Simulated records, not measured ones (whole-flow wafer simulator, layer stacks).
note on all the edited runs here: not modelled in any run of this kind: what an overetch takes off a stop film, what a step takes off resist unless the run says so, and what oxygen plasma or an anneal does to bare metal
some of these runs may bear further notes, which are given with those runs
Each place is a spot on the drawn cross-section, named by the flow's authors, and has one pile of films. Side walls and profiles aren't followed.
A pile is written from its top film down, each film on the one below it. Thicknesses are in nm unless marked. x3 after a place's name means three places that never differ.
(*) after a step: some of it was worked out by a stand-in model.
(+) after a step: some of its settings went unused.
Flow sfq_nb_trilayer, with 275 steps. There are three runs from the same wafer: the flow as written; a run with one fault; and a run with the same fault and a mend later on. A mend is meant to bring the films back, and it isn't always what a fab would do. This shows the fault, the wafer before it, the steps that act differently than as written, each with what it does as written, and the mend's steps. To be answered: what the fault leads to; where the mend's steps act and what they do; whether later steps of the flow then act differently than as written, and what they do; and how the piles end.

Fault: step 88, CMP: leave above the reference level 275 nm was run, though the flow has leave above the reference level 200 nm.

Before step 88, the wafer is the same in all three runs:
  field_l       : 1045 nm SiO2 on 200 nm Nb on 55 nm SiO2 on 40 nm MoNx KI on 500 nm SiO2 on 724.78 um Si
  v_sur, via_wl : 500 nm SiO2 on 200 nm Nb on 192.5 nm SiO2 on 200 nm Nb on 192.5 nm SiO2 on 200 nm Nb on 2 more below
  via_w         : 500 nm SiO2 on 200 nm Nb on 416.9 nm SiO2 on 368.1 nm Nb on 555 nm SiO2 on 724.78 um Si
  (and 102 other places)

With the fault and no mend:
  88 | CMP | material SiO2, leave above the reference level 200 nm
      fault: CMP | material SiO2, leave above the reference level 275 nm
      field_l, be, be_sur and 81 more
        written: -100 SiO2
        fault: -25 SiO2
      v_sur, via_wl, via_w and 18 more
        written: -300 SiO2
        fault: -225 SiO2
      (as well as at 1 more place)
  Steps further on in the flow that do not act as written (not shown: 4 more steps that differ only slightly, by at most 2% or 0.5 nm, whichever is larger):
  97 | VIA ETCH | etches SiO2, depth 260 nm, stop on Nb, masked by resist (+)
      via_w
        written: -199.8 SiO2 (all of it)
        fault: -260 SiO2
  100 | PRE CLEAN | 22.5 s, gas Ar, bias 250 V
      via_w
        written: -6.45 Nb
        fault: -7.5 SiO2
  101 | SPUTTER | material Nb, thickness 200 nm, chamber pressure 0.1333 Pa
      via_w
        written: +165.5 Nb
        fault: +152.6 Nb (new film)
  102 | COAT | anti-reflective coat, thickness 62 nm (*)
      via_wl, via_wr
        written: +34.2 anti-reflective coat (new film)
        fault: +23 anti-reflective coat (new film)
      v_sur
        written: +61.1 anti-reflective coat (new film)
        fault: +55.7 anti-reflective coat (new film)
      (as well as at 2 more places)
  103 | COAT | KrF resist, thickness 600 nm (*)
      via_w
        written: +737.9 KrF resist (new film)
        fault: +794 KrF resist (new film)
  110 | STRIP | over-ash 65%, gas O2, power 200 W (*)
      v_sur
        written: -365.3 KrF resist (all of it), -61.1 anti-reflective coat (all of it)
        fault: -362.3 KrF resist (all of it), -55.7 anti-reflective coat (all of it)
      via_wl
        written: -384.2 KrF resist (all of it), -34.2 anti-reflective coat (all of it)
        fault: -383.9 KrF resist (all of it), -23 anti-reflective coat (all of it)
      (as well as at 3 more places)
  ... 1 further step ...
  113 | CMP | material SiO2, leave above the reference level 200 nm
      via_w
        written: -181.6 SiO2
        fault: -157.1 SiO2
  By the end, the piles at field_l, v_sur, via_wl and 103 more depart from the flow's by more than 2% or 0.5 nm, whichever is larger.
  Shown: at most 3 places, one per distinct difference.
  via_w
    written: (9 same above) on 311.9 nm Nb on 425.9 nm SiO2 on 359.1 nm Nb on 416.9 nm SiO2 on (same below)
    fault: (9 same above) on 311.9 nm Nb on 500.1 nm SiO2 on 152.6 nm Nb on 7.34 nm SiO2 on 200 nm Nb on 416.9 nm SiO2 on (same below)
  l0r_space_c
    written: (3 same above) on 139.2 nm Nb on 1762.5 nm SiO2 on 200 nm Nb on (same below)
    fault: (3 same above) on 139.2 nm Nb on 1837.5 nm SiO2 on 200 nm Nb on (same below)
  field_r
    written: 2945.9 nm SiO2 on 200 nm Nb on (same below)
    fault: 3020.9 nm SiO2 on 200 nm Nb on (same below)

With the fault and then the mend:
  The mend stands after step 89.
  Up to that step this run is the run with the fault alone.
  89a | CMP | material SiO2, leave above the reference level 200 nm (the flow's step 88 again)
      field_l, v_sur, via_wl and 103 more
        -75 SiO2
  None of the later steps of the flow acts differently than as written at any place that is followed.
  By the end, the piles equal the flow's at every place that both follow.
